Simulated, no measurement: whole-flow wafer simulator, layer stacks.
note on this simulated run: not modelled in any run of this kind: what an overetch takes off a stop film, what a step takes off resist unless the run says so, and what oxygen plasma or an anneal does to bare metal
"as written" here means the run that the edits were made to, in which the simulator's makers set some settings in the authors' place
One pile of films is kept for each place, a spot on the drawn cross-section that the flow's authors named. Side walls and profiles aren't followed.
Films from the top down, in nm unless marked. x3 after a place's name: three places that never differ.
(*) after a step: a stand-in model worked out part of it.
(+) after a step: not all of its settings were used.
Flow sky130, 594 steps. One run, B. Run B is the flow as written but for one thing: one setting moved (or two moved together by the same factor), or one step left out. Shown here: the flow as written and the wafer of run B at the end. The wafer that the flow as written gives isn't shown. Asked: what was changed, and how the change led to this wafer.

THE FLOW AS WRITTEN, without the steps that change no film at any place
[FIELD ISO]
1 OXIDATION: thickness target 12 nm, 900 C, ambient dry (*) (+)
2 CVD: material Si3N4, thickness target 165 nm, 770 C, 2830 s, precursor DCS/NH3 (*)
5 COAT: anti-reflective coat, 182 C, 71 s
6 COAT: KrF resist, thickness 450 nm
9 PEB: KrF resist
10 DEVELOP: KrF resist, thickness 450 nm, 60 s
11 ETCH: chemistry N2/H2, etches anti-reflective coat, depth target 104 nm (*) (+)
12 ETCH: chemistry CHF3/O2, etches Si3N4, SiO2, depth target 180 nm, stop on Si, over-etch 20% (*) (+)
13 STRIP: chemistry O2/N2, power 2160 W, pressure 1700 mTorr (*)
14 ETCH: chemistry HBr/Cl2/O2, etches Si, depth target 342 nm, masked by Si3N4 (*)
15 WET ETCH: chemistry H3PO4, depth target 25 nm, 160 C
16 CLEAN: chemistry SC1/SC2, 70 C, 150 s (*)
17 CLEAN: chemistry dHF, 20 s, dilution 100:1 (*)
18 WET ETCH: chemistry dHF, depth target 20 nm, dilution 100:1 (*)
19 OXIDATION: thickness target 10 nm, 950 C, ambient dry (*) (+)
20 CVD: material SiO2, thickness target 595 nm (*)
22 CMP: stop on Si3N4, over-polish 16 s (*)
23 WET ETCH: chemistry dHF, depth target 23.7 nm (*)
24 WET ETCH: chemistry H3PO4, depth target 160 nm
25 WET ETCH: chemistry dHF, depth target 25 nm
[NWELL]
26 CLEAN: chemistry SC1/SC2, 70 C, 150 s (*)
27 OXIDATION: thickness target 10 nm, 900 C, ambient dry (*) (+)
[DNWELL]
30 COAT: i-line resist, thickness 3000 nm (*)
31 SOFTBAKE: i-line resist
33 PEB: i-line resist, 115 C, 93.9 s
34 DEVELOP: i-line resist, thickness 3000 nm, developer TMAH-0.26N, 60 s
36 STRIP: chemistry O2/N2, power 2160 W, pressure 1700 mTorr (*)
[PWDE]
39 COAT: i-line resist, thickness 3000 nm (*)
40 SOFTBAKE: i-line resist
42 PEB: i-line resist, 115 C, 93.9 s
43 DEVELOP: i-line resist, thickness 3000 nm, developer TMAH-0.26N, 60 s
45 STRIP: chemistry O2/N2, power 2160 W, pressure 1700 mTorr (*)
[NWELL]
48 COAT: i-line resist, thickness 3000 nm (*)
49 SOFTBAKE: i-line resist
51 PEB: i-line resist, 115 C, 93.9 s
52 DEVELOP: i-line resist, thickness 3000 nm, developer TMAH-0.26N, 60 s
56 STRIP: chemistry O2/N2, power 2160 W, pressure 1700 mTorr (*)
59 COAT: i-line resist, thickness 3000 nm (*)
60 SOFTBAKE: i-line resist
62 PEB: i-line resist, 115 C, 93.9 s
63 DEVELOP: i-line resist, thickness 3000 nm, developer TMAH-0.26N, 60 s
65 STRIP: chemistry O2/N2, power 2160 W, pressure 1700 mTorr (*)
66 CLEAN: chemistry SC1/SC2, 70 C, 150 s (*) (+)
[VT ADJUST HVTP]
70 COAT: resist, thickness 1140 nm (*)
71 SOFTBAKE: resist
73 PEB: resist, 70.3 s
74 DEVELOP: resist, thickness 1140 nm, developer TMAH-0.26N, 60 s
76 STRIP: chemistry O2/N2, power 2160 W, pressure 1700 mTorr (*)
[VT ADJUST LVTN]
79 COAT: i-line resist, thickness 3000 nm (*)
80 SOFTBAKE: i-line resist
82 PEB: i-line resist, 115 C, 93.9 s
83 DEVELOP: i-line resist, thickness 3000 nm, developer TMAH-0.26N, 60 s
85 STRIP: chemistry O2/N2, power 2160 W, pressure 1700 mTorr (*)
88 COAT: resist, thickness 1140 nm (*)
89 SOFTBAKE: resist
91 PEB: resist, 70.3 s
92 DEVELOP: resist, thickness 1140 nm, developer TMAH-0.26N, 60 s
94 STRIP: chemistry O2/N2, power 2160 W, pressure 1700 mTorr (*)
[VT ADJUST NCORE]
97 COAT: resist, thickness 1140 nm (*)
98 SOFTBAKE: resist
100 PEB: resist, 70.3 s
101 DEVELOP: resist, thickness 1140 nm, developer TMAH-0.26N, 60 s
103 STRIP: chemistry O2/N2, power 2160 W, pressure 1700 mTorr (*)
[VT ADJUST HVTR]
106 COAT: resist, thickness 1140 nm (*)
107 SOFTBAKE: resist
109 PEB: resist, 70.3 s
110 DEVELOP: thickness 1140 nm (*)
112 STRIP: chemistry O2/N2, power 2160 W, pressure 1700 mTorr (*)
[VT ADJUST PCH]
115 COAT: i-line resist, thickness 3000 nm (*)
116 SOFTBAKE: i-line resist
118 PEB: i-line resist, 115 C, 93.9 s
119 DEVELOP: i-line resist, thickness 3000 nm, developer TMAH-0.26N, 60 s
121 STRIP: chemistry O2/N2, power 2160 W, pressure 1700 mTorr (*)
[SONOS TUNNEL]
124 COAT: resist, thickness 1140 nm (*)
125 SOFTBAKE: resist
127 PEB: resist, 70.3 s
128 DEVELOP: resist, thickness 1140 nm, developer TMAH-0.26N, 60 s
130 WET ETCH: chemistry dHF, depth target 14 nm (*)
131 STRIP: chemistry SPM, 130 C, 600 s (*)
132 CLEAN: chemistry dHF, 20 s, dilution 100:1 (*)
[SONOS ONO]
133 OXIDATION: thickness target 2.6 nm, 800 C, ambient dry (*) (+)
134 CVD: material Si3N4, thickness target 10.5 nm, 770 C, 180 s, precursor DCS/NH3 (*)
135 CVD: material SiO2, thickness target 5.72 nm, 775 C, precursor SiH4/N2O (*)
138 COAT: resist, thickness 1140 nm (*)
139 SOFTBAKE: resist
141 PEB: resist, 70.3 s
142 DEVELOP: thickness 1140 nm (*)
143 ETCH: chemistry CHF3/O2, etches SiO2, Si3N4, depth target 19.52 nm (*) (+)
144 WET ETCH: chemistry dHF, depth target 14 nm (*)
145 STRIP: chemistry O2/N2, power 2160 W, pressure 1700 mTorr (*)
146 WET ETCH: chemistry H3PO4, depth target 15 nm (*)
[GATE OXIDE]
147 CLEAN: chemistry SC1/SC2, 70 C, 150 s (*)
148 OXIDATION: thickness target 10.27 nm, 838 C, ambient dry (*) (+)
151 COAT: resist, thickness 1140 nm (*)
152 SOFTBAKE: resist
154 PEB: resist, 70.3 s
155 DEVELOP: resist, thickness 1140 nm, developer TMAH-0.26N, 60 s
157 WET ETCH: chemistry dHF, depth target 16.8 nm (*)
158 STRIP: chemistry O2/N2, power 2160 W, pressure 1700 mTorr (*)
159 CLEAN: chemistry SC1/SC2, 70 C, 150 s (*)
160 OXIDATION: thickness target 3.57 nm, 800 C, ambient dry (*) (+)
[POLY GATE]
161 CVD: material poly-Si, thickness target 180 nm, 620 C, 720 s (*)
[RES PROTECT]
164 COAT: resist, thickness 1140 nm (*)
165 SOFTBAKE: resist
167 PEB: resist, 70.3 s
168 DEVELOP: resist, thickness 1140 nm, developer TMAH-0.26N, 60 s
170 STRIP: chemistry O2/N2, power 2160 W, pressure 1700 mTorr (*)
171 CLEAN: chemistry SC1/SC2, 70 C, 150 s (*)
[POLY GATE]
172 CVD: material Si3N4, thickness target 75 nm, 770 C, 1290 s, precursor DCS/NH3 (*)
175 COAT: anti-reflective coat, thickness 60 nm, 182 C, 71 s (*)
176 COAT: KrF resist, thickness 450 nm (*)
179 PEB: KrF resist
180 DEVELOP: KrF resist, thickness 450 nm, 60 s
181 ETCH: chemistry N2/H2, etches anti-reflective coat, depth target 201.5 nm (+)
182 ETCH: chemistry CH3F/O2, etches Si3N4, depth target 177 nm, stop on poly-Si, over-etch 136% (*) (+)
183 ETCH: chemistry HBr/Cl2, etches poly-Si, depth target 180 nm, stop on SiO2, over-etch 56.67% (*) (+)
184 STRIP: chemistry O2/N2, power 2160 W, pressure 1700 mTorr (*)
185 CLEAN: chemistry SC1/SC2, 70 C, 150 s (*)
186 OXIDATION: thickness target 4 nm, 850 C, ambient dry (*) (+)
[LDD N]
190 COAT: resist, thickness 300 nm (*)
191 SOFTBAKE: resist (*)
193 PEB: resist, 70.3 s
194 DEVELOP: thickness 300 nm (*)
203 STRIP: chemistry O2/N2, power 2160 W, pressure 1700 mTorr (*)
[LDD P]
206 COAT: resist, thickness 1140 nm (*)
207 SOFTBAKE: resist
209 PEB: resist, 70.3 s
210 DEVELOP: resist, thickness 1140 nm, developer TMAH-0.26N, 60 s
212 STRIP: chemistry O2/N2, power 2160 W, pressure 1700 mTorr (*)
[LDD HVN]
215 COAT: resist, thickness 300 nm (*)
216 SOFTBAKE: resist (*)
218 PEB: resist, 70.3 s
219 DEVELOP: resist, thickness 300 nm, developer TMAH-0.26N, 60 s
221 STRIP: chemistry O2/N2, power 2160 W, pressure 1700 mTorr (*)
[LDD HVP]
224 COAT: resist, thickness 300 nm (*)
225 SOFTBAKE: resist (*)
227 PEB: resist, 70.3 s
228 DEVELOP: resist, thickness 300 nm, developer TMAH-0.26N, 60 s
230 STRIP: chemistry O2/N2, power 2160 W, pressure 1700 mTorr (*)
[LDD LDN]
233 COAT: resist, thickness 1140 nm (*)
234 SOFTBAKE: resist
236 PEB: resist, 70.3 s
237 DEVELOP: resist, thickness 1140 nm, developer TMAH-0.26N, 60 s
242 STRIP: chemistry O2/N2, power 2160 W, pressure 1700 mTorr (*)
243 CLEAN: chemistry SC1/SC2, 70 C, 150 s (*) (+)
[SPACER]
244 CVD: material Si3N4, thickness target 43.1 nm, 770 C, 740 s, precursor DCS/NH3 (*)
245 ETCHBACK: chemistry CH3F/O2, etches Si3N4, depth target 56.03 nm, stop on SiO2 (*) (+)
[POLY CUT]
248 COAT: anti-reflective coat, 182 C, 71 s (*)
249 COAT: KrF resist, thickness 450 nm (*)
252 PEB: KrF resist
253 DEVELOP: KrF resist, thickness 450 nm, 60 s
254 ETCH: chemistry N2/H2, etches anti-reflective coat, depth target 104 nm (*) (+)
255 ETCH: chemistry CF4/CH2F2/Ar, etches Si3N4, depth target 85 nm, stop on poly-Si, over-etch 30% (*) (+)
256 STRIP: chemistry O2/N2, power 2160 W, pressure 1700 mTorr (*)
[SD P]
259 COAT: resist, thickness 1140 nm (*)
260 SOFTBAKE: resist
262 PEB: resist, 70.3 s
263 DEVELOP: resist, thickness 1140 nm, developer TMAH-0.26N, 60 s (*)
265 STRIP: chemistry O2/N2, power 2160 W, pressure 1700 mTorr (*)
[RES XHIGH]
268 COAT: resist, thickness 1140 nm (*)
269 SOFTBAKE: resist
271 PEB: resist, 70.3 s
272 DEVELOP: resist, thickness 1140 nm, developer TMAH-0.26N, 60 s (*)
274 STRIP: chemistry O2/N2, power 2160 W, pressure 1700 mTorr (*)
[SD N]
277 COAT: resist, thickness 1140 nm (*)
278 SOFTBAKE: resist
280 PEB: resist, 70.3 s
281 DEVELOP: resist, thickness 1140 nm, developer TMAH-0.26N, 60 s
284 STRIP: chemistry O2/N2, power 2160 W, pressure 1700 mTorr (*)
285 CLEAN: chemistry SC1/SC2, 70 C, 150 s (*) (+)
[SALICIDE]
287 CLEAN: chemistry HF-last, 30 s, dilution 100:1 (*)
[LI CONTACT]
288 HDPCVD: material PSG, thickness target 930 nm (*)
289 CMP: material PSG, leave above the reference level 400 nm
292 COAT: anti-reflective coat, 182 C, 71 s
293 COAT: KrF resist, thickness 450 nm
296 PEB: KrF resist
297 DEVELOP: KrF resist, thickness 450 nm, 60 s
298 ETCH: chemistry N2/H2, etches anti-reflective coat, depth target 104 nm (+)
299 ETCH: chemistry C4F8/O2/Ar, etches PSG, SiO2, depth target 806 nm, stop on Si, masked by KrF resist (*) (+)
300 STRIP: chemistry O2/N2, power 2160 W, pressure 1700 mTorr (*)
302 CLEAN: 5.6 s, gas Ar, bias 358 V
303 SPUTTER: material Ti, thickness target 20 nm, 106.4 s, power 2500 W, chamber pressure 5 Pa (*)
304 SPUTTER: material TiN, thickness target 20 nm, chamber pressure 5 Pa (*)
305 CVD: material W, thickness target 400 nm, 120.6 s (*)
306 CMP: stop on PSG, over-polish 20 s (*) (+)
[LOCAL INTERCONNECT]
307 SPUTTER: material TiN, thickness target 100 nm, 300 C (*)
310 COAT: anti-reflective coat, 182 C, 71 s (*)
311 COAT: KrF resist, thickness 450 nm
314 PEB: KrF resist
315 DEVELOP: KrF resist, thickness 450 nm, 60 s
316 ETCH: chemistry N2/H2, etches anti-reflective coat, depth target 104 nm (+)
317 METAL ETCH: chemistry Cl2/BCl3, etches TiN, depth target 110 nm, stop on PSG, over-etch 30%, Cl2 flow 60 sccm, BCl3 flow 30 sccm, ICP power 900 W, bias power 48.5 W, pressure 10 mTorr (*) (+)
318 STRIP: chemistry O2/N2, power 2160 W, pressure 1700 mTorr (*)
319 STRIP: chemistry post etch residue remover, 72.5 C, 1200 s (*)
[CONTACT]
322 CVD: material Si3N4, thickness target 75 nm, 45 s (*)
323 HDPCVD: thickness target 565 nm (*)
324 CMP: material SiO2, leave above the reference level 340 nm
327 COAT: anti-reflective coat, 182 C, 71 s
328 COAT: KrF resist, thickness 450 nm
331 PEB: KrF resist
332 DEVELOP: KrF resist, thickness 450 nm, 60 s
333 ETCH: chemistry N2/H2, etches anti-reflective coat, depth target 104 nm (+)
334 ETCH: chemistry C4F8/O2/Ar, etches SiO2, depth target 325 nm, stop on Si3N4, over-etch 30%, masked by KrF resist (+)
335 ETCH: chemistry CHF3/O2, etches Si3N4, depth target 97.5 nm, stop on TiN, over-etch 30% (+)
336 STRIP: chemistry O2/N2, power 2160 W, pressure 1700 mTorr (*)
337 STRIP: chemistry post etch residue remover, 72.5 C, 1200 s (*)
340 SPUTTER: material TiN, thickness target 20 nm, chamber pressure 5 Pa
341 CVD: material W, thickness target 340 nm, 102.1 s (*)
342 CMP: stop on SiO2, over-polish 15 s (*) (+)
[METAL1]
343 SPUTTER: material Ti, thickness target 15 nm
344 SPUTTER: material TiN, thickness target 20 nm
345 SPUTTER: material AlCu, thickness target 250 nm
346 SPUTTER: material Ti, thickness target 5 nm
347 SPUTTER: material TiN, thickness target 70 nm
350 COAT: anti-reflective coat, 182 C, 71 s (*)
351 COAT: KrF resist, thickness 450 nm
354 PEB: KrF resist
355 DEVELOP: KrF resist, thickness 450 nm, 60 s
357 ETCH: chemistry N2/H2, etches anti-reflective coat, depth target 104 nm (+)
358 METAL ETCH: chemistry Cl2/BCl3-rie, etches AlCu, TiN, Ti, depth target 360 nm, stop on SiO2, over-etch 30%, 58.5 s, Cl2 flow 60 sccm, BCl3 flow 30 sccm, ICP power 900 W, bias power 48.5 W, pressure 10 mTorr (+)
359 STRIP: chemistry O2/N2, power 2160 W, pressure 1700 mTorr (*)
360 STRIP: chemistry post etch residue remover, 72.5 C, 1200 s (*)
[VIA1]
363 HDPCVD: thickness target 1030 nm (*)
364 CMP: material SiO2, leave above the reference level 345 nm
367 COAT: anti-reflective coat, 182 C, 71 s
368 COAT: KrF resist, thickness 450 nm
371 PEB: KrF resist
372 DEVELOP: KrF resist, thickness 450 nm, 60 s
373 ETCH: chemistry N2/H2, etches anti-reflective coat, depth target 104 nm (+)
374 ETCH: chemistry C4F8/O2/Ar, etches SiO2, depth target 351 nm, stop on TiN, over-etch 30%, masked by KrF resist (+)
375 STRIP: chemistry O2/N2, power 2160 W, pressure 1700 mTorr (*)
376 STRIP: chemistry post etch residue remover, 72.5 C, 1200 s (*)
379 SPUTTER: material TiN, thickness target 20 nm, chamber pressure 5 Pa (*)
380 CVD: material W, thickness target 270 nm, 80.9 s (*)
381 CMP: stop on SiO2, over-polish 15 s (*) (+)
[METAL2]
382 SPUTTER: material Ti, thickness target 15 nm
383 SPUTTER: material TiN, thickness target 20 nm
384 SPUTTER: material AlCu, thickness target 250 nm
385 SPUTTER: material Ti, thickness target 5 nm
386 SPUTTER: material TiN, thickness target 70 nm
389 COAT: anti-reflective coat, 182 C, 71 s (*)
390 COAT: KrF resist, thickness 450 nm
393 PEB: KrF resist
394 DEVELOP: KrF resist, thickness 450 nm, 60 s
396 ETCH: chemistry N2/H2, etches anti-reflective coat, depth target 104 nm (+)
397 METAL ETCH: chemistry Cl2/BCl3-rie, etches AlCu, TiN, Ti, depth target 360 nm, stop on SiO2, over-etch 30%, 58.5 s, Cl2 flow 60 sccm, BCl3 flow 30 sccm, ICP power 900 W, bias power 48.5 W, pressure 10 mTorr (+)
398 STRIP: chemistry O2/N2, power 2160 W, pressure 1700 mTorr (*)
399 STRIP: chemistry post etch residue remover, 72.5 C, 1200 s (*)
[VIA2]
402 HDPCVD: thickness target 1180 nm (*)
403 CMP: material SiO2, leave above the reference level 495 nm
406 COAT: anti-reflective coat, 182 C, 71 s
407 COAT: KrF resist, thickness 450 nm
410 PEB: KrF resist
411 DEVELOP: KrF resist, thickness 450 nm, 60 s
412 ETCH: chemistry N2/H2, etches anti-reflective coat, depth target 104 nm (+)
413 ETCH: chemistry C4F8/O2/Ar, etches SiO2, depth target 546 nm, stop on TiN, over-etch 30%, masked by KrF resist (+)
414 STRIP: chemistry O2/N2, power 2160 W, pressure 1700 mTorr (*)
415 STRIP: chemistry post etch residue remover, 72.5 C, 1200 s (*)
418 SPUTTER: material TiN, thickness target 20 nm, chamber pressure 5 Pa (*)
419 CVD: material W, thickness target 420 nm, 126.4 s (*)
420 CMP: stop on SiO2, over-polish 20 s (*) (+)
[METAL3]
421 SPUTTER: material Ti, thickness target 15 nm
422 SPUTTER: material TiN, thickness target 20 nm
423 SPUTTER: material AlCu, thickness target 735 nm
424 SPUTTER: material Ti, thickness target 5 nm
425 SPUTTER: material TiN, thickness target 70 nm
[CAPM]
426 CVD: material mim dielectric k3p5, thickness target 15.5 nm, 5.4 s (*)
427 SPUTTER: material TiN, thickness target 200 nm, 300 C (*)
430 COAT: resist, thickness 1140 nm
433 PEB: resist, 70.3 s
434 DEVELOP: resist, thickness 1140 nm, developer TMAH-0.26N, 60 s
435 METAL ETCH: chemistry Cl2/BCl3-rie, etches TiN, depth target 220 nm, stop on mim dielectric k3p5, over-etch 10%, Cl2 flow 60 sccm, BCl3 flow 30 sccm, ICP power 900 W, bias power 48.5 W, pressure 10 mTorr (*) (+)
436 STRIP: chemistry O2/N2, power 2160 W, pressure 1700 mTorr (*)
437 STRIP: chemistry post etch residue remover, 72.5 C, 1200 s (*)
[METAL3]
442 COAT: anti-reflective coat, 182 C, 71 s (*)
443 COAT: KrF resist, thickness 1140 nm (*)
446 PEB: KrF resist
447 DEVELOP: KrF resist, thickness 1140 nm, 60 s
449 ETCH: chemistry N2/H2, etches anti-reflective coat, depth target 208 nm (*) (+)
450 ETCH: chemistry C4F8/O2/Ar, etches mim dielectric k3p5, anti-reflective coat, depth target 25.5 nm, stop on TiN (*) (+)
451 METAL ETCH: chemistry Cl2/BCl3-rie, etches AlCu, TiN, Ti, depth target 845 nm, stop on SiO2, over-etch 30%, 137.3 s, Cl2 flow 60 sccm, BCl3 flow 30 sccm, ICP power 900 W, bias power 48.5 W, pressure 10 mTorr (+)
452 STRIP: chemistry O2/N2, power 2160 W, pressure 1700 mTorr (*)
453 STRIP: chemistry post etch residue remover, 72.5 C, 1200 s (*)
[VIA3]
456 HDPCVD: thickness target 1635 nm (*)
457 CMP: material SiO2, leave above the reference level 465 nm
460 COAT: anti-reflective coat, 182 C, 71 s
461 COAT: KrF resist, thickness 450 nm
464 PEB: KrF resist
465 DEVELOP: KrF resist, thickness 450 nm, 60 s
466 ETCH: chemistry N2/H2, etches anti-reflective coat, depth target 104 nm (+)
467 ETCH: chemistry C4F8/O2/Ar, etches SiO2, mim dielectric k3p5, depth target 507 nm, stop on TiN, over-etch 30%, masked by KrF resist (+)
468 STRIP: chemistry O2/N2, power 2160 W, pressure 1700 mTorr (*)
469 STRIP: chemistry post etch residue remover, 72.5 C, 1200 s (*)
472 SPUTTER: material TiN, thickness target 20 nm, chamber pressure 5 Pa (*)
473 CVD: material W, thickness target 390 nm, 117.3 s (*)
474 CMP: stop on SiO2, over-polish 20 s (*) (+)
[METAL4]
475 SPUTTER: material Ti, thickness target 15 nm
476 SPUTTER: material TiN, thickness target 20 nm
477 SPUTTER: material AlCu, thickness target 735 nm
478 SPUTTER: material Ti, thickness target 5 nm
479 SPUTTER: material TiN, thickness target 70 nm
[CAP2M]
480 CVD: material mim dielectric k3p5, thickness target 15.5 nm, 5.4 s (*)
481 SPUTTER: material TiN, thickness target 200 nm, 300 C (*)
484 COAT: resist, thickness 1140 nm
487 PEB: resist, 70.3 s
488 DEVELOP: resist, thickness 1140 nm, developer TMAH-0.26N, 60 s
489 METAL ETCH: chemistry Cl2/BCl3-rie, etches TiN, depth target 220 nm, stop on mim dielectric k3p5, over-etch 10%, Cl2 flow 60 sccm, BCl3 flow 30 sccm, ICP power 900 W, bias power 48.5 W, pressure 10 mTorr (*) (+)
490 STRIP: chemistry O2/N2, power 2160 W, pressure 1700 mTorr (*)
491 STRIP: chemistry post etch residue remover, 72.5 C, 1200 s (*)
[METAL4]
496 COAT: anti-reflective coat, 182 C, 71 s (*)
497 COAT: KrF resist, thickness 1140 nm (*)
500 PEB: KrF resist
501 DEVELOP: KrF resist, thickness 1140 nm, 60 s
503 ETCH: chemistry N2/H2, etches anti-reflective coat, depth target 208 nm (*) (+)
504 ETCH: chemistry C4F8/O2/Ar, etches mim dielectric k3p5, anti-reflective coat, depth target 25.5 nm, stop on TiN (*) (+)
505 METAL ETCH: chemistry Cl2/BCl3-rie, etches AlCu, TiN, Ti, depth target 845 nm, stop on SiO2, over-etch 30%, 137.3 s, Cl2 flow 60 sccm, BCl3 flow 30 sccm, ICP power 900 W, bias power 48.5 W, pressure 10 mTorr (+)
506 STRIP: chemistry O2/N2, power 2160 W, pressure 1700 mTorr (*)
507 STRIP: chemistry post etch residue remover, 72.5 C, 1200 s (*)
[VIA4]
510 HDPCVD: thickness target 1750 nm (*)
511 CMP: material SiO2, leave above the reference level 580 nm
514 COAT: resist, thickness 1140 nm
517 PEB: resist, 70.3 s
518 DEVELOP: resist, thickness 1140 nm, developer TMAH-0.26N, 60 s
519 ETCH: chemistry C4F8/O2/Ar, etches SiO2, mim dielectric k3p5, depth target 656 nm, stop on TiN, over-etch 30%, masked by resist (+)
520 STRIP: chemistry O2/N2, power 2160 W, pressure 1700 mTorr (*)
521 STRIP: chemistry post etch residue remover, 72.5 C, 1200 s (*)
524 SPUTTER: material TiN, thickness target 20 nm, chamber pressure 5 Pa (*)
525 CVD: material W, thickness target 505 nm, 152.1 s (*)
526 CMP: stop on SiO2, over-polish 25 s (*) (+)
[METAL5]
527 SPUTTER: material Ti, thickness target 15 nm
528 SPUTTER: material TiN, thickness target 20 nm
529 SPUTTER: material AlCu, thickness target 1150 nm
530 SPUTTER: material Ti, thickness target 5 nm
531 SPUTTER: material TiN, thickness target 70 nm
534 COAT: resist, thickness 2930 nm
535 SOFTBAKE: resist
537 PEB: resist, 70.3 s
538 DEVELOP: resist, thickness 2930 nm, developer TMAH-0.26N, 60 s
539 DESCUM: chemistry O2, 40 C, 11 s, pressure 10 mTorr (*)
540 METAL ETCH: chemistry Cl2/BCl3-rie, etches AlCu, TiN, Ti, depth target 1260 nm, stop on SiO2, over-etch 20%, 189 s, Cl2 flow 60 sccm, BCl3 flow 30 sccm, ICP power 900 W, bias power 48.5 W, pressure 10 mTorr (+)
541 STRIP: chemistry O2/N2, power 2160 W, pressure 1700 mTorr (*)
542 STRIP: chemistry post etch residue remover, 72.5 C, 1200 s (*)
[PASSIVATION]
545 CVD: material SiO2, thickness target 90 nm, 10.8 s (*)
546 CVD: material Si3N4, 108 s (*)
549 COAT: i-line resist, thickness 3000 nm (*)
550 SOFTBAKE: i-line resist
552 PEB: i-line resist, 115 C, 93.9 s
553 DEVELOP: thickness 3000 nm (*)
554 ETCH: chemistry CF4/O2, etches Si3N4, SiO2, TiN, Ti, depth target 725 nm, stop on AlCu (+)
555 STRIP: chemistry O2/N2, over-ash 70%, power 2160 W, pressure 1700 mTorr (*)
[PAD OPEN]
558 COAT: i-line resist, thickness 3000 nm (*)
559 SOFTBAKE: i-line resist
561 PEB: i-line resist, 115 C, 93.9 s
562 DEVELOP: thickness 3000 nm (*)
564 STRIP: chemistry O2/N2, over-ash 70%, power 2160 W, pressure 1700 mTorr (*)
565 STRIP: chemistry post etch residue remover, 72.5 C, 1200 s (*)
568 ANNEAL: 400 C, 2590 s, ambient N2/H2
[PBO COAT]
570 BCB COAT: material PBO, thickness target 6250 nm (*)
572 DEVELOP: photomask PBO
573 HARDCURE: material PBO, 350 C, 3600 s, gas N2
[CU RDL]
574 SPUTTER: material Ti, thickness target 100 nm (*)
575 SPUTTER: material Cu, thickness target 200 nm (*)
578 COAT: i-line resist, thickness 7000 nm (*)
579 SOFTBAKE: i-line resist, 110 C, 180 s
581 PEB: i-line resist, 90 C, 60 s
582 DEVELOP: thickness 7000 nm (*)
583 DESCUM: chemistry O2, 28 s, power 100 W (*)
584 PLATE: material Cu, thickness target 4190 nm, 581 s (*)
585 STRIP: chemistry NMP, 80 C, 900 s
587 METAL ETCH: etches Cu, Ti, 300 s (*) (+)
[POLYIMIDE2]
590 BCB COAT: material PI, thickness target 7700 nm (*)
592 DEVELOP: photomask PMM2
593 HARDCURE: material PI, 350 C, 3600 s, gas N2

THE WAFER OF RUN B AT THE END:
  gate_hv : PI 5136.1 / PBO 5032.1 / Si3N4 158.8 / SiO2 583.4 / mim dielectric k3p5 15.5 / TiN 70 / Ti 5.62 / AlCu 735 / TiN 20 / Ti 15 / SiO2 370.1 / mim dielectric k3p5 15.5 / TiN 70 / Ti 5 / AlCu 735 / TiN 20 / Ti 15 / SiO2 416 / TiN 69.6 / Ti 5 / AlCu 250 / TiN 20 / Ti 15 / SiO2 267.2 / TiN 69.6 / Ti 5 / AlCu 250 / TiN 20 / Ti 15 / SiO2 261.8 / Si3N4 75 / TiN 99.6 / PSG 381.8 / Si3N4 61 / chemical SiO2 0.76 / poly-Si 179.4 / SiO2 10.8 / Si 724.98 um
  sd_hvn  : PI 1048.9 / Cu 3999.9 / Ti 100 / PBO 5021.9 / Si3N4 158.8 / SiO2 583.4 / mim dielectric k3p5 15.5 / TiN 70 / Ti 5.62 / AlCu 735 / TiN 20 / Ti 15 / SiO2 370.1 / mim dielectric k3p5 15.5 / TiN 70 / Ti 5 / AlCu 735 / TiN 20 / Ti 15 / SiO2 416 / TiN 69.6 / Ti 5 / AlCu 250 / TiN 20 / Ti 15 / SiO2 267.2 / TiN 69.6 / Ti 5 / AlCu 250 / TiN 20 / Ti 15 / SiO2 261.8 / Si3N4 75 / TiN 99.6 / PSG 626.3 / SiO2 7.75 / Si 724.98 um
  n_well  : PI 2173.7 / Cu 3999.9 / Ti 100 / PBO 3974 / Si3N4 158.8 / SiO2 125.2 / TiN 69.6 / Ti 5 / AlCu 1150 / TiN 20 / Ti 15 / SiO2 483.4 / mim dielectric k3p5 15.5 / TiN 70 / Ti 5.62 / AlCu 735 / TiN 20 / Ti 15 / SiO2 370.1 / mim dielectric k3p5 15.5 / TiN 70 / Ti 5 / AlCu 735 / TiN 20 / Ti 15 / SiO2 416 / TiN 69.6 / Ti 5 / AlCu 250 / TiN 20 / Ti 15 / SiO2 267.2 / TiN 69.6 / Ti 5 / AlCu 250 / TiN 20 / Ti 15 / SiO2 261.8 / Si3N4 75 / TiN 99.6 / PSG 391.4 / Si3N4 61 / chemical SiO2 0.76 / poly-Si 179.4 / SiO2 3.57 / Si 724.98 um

The cause: step 478, SPUTTER: thickness target 5.62 nm was run, where the flow has thickness target 5 nm.
It can be read off the wafer: gate_hv has Ti 5.62, and step 478 as written asks for 5 nm.

How the change led to this, step by step:
  478 SPUTTER: material Ti, thickness target 5 nm
      field, active, n_well and 189 more: Ti +5.62 (new film) (as written it would be: Ti +5 (new film))
  505 METAL ETCH: chemistry Cl2/BCl3-rie, etches AlCu, TiN, Ti, depth target 845 nm, stop on SiO2, over-etch 30%, 137.3 s, Cl2 flow 60 sccm, BCl3 flow 30 sccm, ICP power 900 W, bias power 48.5 W, pressure 10 mTorr (+)
      field, gate, spacer and 68 more: TiN -70 (all of it), Ti -5.62 (all of it), AlCu -735 (all of it), TiN -20 (all of it), Ti -15 (all of it), SiO2 -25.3 (as written it would be: TiN -70 (all of it), Ti -5 (all of it), AlCu -735 (all of it), TiN -20 (all of it), Ti -15 (all of it), SiO2 -25.4)
      active, vpp_iso1, mim_edge_plate and 14 more: TiN -70 (all of it), Ti -5.62 (all of it), AlCu -735 (all of it), TiN -20 (all of it), Ti -15 (all of it), SiO2 -25.3 (as written it would be: TiN -70 (all of it), Ti -5 (all of it), AlCu -735 (all of it), TiN -20 (all of it), Ti -15 (all of it), SiO2 -25.3)
